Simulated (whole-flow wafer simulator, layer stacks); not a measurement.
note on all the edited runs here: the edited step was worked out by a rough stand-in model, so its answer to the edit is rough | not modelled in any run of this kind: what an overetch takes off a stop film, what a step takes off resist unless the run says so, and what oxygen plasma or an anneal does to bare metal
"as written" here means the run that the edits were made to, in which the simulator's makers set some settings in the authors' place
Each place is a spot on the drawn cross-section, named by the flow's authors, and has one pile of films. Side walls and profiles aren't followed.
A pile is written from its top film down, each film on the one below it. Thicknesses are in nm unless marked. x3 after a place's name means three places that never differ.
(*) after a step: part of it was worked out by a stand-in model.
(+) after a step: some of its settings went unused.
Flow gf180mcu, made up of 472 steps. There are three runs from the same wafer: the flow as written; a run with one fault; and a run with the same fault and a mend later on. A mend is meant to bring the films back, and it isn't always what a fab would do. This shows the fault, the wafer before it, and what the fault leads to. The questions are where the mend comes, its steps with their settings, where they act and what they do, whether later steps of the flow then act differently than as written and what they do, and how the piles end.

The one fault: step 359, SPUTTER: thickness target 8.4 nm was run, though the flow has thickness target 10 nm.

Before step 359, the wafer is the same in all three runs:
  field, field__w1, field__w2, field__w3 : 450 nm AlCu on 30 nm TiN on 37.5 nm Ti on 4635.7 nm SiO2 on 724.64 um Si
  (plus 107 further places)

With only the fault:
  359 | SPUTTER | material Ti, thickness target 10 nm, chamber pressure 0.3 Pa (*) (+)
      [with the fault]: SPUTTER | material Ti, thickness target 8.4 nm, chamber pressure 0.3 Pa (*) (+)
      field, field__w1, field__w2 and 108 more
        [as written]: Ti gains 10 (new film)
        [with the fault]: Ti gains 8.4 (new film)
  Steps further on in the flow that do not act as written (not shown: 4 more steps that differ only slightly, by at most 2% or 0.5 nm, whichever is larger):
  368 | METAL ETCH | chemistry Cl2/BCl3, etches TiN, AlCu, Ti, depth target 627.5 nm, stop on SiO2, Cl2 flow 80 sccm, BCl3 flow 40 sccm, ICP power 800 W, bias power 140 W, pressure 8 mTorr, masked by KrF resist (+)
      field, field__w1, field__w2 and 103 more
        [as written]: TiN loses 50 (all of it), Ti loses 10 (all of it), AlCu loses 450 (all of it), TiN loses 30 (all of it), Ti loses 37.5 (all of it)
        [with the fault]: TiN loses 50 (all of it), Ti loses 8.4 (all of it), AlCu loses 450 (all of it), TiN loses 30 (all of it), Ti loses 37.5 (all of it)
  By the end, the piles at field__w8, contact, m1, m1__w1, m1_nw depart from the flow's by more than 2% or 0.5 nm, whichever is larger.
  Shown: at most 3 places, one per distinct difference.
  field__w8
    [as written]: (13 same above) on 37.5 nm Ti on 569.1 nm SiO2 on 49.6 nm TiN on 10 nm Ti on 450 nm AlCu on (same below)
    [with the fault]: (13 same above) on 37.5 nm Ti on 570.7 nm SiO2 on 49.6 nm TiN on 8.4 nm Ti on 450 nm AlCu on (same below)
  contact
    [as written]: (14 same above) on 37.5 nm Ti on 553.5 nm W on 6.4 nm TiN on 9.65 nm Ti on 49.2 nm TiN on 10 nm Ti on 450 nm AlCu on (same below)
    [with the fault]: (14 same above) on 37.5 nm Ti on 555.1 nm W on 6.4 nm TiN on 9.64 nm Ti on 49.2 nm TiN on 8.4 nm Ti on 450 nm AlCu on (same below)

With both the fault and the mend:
  After step 359 comes the mend.
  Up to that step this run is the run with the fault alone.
  359a | SPUTTER | material Ti, thickness target 1.6 nm, chamber pressure 0.3 Pa (*) (+) (the flow's step 359 again, with other settings)
      field, field__w1, field__w2 and 108 more
        Ti gains 1.6
  Later steps of the flow that are run all act as written at every place that is followed.
  By the end, the piles equal the flow's at every place that both follow.
